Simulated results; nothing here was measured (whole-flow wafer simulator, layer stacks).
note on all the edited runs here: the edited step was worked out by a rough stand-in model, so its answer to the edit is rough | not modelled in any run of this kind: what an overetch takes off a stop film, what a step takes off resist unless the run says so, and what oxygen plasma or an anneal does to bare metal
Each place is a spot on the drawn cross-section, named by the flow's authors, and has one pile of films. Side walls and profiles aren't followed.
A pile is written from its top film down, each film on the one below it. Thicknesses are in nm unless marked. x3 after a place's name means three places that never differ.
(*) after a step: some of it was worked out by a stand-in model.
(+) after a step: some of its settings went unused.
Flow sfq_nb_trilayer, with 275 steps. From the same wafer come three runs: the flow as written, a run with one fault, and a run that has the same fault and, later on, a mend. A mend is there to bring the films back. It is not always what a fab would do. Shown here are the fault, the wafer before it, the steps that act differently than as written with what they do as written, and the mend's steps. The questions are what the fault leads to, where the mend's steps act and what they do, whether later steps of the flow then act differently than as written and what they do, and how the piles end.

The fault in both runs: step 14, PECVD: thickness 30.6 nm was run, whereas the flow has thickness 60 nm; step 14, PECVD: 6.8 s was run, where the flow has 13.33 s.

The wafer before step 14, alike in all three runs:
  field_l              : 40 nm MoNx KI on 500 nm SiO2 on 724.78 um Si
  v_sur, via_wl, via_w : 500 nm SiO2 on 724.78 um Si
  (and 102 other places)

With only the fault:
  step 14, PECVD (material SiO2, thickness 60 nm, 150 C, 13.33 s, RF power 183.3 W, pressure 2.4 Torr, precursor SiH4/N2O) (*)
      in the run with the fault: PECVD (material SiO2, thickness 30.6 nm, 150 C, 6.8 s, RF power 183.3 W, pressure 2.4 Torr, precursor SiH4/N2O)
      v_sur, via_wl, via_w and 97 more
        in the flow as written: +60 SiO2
        in the run with the fault: +30.6 SiO2
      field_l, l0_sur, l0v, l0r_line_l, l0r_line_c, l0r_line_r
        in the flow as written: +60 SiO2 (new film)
        in the run with the fault: +30.6 SiO2 (new film)
  Later steps of the flow acting differently than as written (not shown: 10 more steps that differ only slightly, by at most 2% or 0.5 nm, whichever is larger):
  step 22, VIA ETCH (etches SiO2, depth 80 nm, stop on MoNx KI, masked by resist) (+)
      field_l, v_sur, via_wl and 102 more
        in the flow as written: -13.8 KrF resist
        in the run with the fault: -7.87 KrF resist
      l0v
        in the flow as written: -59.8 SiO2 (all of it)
        in the run with the fault: -30.4 SiO2 (all of it)
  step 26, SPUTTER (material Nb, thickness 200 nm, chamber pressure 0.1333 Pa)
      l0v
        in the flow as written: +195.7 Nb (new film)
        in the run with the fault: +200 Nb (new film)
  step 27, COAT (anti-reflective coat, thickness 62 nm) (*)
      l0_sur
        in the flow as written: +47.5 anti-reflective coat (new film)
        in the run with the fault: +50.8 anti-reflective coat (new film)
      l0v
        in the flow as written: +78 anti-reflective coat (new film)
        in the run with the fault: +68.9 anti-reflective coat (new film)
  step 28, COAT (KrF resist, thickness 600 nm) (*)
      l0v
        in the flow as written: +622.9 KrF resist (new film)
        in the run with the fault: +605.1 KrF resist (new film)
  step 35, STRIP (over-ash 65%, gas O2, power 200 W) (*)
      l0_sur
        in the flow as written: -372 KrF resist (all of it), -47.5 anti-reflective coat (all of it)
        in the run with the fault: -373.6 KrF resist (all of it), -50.8 anti-reflective coat (all of it)
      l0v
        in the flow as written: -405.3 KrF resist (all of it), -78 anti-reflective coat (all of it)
        in the run with the fault: -387.4 KrF resist (all of it), -68.9 anti-reflective coat (all of it)
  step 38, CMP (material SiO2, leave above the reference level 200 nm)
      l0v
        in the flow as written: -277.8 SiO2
        in the run with the fault: -311.5 SiO2
  At field_l, v_sur, via_wl and 100 more, the piles at the end differ from the flow's by more than 2% or 0.5 nm, whichever is larger.
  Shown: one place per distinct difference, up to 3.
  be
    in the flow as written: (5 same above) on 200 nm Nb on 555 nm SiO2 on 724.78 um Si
    in the run with the fault: (5 same above) on 200 nm Nb on 525.6 nm SiO2 on 724.78 um Si
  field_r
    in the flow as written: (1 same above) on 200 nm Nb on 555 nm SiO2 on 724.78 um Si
    in the run with the fault: (1 same above) on 200 nm Nb on 525.6 nm SiO2 on 724.78 um Si
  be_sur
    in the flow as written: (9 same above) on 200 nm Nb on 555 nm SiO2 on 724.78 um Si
    in the run with the fault: (9 same above) on 200 nm Nb on 525.6 nm SiO2 on 724.78 um Si

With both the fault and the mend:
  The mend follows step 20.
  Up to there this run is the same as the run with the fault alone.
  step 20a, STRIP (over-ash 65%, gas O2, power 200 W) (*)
      p4_fl x3, p4_w1 x9, p4_g1 x2 and 59 more
        -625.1 KrF resist (all of it), -62 anti-reflective coat (all of it)
      jj_sur, ce_l, c5j, ce_r, sp_r, be_r, r_sur
        -632 KrF resist (all of it), -63.7 anti-reflective coat (all of it)
      gap, res, r_end
        -632.1 KrF resist (all of it), -63.7 anti-reflective coat (all of it)
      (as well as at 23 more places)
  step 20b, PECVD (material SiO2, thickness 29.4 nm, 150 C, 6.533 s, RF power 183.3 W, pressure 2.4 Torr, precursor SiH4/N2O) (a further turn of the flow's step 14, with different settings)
      field_l, v_sur, via_wl and 103 more
        +29.4 SiO2
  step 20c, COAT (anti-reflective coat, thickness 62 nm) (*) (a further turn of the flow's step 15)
      p4_fl x3, p4_w1 x9, p4_g1 x2 and 59 more
        +62 anti-reflective coat (new film)
      be_sur, gap, jj_sur and 8 more
        +63.7 anti-reflective coat (new film)
      wire, be, moat, field_r, lsp_l
        +63.8 anti-reflective coat (new film)
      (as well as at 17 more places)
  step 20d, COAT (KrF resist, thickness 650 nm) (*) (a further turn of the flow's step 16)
      p4_fl x3, p4_w1 x9, p4_g1 x2 and 59 more
        +650 KrF resist (new film)
      jj_sur, ce_l, c5j, ce_r, sp_r, be_r, r_sur
        +656.9 KrF resist (new film)
      v_sur, via_wr
        +659.5 KrF resist (new film)
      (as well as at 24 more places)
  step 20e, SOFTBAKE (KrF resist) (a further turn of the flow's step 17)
      does not change any film at any place that is followed
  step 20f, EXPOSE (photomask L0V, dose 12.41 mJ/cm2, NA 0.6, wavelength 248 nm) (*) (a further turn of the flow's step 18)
      does not change any film at any place that is followed
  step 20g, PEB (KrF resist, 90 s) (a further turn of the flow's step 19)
      p4_fl x3, p4_w1 x9, p4_g1 x2 and 59 more
        -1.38 KrF resist
      via_v, wire, be and 15 more
        -1.39 KrF resist
      v_sur, via_w, via_wr, via_sp, lsp_m, ln_m6, lsp_r
        -1.4 KrF resist
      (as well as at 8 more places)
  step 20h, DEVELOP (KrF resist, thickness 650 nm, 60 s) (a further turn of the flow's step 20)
      field_l, v_sur, via_wl and 102 more
        -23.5 KrF resist
      l0v
        -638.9 KrF resist (all of it)
  Later steps of the flow that are run all act as written at every place that is followed, up to a difference of at most 2% or 0.5 nm, whichever is larger.
  The piles end the same as the flow's at every place that both follow.
